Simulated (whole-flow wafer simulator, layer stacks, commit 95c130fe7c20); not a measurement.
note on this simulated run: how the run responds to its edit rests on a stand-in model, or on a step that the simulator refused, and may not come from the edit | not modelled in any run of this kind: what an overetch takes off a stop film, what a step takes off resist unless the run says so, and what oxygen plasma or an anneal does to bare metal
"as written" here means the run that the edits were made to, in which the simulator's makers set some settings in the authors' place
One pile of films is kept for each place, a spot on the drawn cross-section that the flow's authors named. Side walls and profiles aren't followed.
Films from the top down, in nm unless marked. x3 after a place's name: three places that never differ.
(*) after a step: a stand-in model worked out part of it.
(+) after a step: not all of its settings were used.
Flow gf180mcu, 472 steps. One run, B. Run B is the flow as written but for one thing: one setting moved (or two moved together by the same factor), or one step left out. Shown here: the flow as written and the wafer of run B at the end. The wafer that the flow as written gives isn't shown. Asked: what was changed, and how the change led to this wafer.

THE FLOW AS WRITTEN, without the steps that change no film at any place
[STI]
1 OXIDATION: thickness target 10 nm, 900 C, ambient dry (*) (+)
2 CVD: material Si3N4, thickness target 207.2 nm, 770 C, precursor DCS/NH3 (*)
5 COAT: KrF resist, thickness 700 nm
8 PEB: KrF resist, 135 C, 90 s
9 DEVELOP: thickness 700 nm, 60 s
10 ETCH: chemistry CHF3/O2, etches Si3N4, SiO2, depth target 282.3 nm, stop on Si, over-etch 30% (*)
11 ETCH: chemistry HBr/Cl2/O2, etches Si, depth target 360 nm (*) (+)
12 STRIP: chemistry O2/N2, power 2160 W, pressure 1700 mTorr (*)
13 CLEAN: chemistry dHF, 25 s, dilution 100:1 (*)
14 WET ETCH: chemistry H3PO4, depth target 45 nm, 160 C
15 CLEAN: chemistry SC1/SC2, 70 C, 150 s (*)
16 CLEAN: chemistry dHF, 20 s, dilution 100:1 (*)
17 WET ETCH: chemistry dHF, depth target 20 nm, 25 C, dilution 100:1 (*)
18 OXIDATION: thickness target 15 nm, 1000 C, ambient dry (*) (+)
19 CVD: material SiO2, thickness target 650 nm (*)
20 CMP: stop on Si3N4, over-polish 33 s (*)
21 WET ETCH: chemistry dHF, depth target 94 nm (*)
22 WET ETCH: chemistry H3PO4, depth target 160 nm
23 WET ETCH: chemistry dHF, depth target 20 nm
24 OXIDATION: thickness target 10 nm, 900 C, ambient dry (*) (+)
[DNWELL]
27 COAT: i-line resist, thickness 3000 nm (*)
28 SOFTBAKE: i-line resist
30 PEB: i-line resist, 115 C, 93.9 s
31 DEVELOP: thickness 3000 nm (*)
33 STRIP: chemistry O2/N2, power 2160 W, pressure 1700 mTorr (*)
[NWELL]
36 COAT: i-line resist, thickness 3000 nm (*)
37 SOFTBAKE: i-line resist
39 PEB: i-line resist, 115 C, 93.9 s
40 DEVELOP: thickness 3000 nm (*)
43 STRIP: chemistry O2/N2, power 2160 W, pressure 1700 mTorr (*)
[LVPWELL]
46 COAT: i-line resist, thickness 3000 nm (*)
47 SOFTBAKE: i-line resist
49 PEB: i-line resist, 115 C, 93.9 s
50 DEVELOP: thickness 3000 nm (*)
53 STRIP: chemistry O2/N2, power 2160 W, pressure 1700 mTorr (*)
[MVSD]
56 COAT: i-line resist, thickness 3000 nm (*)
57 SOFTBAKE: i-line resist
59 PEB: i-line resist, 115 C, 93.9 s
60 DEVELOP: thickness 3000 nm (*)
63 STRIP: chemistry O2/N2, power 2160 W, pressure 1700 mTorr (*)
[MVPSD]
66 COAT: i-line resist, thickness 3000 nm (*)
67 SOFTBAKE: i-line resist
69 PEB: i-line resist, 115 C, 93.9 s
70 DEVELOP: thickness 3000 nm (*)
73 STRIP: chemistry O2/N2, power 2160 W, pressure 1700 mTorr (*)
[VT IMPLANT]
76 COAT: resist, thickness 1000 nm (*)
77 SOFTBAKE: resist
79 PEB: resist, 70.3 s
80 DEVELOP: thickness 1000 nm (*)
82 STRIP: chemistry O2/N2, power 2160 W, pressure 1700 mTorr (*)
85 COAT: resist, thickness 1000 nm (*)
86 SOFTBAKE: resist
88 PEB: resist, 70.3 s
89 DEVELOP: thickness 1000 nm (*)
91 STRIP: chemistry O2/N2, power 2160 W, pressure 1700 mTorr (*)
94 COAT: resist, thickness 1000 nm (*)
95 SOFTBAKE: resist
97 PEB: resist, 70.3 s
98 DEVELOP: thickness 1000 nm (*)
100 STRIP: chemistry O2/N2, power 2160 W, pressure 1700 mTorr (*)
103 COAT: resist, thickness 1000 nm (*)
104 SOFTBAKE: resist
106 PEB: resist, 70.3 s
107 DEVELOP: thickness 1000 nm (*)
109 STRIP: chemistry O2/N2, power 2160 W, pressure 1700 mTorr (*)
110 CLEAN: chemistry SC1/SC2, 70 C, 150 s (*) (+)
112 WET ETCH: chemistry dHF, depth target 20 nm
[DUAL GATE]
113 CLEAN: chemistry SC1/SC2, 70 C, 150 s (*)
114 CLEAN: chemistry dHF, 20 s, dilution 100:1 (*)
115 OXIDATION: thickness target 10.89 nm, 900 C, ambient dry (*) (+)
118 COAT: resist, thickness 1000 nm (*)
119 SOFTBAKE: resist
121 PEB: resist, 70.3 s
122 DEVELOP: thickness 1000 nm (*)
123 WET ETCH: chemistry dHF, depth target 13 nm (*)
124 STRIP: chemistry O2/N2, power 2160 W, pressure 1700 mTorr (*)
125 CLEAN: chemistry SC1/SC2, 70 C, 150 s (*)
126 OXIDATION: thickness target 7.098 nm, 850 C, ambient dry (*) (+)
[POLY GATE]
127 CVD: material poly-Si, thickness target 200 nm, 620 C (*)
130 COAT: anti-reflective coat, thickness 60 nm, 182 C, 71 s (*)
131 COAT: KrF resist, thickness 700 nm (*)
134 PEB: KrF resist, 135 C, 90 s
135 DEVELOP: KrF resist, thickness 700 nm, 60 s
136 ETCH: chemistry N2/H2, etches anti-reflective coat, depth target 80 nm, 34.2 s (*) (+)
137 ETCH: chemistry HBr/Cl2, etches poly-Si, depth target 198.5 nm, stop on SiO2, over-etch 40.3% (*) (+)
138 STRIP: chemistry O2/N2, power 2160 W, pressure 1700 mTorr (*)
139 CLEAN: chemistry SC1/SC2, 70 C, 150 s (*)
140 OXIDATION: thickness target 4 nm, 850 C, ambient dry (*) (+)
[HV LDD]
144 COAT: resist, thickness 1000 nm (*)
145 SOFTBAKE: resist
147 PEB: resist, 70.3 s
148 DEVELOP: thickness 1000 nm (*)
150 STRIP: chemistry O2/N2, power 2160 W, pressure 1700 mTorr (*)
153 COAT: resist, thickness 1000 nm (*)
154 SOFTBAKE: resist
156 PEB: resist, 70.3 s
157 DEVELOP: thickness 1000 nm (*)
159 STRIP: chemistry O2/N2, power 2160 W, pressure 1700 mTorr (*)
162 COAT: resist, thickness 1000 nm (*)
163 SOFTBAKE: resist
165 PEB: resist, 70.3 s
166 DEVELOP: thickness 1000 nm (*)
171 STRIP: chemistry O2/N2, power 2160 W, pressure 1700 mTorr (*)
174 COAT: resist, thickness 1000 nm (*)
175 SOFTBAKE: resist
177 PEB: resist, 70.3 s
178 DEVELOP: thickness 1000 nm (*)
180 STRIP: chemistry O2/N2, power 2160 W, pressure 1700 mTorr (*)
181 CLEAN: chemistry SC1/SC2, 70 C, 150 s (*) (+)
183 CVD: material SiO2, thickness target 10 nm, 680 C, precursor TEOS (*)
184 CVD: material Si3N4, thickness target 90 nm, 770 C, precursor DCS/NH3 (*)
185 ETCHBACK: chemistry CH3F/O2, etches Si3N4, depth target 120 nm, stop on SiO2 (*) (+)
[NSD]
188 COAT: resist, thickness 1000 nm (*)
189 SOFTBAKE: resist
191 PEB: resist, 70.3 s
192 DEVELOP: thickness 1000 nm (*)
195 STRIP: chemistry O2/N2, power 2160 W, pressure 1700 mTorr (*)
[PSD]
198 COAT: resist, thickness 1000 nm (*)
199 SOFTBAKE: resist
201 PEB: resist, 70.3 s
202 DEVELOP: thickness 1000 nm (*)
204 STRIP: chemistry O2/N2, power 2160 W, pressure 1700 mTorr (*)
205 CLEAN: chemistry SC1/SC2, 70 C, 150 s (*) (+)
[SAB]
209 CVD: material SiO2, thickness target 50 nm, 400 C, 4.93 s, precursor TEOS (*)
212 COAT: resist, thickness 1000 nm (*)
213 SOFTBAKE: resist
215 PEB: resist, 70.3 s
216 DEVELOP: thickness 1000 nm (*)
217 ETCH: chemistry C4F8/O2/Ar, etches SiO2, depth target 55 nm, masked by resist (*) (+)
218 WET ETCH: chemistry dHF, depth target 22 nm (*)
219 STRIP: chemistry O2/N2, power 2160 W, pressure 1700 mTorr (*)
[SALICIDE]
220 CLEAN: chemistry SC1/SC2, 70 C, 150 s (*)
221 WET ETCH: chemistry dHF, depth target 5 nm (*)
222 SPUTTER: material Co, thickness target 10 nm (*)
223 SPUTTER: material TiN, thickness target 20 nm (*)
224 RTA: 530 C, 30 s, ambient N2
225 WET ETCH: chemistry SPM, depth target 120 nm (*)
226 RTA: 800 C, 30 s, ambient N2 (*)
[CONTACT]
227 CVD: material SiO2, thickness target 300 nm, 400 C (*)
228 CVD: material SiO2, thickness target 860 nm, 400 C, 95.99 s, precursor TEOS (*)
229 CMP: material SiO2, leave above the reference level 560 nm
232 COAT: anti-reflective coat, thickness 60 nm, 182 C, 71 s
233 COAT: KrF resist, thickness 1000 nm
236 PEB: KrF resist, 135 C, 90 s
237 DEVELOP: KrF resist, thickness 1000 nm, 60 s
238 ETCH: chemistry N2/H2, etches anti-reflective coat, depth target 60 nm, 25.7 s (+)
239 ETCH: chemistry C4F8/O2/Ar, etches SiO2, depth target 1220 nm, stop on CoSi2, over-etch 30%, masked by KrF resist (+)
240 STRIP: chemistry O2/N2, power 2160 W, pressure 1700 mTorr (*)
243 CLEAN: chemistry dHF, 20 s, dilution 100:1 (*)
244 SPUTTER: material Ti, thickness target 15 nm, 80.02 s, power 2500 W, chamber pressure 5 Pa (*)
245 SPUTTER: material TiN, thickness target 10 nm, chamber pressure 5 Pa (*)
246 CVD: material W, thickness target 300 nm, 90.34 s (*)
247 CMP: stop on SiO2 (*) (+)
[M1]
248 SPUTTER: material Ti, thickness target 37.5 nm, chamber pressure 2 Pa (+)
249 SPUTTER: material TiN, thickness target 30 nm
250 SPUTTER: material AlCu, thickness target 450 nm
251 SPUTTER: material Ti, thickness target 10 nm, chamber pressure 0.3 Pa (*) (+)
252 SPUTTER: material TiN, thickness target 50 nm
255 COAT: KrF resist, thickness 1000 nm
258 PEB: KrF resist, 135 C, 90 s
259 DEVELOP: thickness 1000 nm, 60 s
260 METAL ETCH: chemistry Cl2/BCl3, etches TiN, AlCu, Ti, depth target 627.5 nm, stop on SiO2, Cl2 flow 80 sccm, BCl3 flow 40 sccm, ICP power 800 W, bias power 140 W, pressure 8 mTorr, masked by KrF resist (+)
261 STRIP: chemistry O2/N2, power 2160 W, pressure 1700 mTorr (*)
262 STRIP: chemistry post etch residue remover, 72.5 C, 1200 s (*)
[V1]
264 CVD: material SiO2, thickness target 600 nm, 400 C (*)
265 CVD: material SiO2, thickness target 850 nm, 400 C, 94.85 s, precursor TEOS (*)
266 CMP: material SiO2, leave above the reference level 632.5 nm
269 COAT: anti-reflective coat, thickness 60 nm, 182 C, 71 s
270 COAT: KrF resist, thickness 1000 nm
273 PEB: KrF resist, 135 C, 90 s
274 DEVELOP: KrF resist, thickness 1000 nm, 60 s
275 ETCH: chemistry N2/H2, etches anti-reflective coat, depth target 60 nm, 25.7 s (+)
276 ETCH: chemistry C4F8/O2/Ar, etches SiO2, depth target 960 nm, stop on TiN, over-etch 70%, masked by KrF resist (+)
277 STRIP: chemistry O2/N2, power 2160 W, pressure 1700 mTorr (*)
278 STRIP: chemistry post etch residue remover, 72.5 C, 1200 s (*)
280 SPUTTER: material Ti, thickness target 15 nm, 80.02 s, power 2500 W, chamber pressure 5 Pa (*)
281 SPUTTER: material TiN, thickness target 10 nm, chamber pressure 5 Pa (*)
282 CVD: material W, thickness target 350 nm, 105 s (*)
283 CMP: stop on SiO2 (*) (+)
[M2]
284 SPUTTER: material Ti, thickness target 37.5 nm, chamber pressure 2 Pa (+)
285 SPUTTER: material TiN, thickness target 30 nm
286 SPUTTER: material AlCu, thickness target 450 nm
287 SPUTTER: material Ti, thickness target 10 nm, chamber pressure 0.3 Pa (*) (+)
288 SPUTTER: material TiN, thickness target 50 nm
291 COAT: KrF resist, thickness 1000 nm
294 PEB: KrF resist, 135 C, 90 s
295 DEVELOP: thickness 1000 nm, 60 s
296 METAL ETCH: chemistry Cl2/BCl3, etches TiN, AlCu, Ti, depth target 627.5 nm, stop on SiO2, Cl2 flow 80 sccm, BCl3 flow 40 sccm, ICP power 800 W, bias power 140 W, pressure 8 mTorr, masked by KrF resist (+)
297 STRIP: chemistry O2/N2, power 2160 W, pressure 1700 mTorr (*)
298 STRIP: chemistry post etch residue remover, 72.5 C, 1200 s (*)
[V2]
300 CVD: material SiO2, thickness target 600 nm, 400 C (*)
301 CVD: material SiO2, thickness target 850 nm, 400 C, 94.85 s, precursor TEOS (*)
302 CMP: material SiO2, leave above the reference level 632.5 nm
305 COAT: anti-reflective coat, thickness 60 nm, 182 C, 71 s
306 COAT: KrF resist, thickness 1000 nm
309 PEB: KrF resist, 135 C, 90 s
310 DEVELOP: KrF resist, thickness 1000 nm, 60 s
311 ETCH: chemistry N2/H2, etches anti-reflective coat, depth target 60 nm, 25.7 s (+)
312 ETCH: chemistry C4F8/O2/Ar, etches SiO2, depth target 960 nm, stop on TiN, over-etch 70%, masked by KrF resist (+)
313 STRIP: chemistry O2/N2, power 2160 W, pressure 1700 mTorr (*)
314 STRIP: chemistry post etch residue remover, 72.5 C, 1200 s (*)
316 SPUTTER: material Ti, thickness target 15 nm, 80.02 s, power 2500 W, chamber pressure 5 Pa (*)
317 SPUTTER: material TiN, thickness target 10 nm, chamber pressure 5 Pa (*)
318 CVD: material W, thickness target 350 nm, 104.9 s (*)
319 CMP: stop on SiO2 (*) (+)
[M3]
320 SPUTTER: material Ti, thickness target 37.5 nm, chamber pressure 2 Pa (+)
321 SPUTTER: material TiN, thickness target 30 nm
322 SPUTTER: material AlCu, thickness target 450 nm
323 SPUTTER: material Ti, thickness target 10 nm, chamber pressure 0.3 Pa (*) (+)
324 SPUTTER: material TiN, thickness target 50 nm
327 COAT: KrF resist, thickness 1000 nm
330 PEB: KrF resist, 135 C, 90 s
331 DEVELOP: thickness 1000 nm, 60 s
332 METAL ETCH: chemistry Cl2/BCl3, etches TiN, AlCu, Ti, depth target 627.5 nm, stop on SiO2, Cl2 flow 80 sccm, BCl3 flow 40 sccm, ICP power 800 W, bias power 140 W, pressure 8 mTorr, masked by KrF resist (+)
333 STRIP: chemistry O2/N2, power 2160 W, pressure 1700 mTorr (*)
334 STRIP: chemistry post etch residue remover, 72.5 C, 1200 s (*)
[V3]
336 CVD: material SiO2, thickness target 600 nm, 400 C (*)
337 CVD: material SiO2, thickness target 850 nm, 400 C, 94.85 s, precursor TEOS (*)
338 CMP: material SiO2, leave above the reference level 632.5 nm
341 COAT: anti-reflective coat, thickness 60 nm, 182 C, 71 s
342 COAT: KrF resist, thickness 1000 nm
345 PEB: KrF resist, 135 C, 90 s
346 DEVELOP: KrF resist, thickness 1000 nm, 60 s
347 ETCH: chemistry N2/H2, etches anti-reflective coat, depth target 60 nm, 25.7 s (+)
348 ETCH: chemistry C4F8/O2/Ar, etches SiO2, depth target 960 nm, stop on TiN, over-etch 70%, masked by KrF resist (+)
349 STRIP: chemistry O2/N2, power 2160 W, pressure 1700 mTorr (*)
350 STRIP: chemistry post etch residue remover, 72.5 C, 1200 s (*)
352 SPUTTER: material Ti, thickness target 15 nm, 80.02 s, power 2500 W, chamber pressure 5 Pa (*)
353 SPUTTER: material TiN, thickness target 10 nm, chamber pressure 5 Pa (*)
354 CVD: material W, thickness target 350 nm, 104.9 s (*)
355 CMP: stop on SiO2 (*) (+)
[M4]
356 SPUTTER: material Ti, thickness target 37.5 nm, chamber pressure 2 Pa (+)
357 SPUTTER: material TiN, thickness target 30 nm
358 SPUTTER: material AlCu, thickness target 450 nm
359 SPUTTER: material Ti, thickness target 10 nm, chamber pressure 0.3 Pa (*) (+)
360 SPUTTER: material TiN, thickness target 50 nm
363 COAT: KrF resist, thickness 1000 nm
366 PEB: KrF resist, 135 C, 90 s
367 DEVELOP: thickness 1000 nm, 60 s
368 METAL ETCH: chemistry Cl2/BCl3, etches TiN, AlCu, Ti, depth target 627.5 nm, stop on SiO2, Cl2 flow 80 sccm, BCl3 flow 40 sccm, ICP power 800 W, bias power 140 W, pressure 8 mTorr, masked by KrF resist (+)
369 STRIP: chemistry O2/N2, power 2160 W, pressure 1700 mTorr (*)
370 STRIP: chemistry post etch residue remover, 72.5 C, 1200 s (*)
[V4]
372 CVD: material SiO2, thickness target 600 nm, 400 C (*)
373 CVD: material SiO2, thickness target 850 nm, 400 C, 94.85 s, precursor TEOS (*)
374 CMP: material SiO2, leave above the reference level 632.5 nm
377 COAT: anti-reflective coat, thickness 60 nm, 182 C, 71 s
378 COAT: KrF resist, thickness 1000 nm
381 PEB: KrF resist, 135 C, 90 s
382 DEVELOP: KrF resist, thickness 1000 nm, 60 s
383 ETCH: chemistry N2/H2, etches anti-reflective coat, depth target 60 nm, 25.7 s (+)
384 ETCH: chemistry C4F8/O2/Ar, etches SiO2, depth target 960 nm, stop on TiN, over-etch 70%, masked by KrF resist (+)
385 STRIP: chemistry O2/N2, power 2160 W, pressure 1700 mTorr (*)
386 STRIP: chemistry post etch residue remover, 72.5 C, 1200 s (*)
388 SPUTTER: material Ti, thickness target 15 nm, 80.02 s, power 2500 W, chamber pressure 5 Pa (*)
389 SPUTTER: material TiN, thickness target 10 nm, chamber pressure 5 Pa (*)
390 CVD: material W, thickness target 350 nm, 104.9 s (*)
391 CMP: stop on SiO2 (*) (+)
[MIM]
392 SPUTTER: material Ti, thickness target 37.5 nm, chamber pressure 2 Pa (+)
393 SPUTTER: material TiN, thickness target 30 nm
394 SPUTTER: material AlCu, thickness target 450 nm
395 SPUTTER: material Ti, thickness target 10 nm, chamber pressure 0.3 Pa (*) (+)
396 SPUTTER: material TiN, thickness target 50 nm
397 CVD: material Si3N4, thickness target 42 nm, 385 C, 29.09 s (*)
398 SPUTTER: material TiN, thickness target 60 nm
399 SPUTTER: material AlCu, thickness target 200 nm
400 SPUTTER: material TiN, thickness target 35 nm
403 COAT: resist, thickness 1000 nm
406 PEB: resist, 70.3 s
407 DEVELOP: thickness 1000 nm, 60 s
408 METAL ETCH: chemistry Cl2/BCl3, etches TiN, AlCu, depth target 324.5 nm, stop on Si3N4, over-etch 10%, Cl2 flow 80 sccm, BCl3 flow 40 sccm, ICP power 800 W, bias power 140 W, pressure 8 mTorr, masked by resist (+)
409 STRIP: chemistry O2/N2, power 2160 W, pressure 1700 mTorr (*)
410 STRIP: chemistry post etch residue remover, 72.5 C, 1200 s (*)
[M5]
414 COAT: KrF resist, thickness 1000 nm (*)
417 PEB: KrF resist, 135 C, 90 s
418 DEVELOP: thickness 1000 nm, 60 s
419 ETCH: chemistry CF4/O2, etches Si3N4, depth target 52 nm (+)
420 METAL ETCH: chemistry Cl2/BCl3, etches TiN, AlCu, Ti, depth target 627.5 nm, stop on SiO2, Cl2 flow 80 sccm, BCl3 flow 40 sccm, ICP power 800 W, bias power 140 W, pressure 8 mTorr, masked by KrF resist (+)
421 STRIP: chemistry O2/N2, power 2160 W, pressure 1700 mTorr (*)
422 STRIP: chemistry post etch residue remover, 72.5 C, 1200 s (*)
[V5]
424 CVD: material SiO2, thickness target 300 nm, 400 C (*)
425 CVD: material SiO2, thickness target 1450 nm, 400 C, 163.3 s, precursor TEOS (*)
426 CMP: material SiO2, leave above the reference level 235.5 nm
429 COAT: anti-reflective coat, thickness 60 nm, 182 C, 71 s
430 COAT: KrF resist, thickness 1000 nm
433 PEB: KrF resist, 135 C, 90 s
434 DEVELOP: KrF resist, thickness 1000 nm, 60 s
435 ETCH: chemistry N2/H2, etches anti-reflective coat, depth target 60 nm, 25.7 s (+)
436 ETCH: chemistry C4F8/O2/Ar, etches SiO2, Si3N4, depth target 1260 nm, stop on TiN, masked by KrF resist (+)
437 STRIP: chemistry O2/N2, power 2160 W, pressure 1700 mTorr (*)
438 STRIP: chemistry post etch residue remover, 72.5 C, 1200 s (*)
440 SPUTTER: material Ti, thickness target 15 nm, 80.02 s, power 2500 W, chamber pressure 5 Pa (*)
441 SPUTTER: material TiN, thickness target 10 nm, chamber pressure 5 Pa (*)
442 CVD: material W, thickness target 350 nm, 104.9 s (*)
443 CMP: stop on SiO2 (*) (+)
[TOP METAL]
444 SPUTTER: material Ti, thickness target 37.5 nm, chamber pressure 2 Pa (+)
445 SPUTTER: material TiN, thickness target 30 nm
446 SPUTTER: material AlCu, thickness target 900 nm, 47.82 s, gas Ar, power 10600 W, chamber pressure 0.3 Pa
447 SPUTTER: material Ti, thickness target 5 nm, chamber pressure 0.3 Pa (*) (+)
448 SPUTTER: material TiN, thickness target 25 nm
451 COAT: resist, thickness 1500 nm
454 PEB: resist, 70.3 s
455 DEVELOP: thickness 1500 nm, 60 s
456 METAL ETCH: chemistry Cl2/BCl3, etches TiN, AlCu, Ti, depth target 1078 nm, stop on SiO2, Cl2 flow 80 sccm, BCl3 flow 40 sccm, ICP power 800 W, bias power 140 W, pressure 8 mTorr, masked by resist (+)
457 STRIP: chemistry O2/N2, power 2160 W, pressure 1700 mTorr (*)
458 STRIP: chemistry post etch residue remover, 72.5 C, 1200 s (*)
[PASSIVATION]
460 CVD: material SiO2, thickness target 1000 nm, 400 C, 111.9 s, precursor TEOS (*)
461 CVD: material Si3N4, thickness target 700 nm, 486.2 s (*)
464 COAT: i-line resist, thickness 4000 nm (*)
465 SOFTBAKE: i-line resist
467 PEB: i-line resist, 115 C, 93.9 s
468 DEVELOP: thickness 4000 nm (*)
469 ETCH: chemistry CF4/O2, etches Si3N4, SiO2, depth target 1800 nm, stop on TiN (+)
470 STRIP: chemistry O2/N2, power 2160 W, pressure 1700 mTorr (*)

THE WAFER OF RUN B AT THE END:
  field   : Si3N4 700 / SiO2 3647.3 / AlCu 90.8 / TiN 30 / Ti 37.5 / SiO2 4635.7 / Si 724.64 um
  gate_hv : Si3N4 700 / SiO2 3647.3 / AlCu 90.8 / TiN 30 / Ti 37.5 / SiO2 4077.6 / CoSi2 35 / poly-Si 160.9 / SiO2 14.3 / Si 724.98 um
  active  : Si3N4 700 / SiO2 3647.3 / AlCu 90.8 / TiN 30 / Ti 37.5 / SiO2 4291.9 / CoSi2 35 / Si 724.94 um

The cause: step 358, SPUTTER: thickness target 664 nm was run, where the flow has thickness target 450 nm.

How the change led to this, step by step:
  358 SPUTTER: material AlCu, thickness target 450 nm
      field, field__w1, field__w2 and 108 more: AlCu +664 (new film) (as written it would be: AlCu +450 (new film))
  368 METAL ETCH: chemistry Cl2/BCl3, etches TiN, AlCu, Ti, depth target 627.5 nm, stop on SiO2, Cl2 flow 80 sccm, BCl3 flow 40 sccm, ICP power 800 W, bias power 140 W, pressure 8 mTorr, masked by KrF resist (+)
      field, field__w1, field__w2 and 103 more: TiN -50 (all of it), Ti -10 (all of it), AlCu -567.5 (as written it would be: TiN -50 (all of it), Ti -10 (all of it), AlCu -450 (all of it), TiN -30 (all of it), Ti -37.5 (all of it))
  370 STRIP: chemistry post etch residue remover, 72.5 C, 1200 s (*)
      field, field__w1, field__w2 and 103 more: AlCu -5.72 (as written it would be: nothing)
  372 CVD: material SiO2, thickness target 600 nm, 400 C (*)
      field, field__w1, field__w2 and 103 more: SiO2 +600 (new film) (as written it would be: SiO2 +600)
  374 CMP: material SiO2, leave above the reference level 632.5 nm
      field, field__w1, field__w2 and 103 more: SiO2 -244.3 (as written it would be: SiO2 -300)
Counting metal films that touch as one body, field has 1 body; the flow as written gives 0 bodies.
Counting metal films that touch as one body, gate_hv has 2 bodies (between them, from the top down: SiO2 4077.6); the flow as written gives 1 body.
Counting metal films that touch as one body, active has 2 bodies (between them, from the top down: SiO2 4291.9); the flow as written gives 1 body.
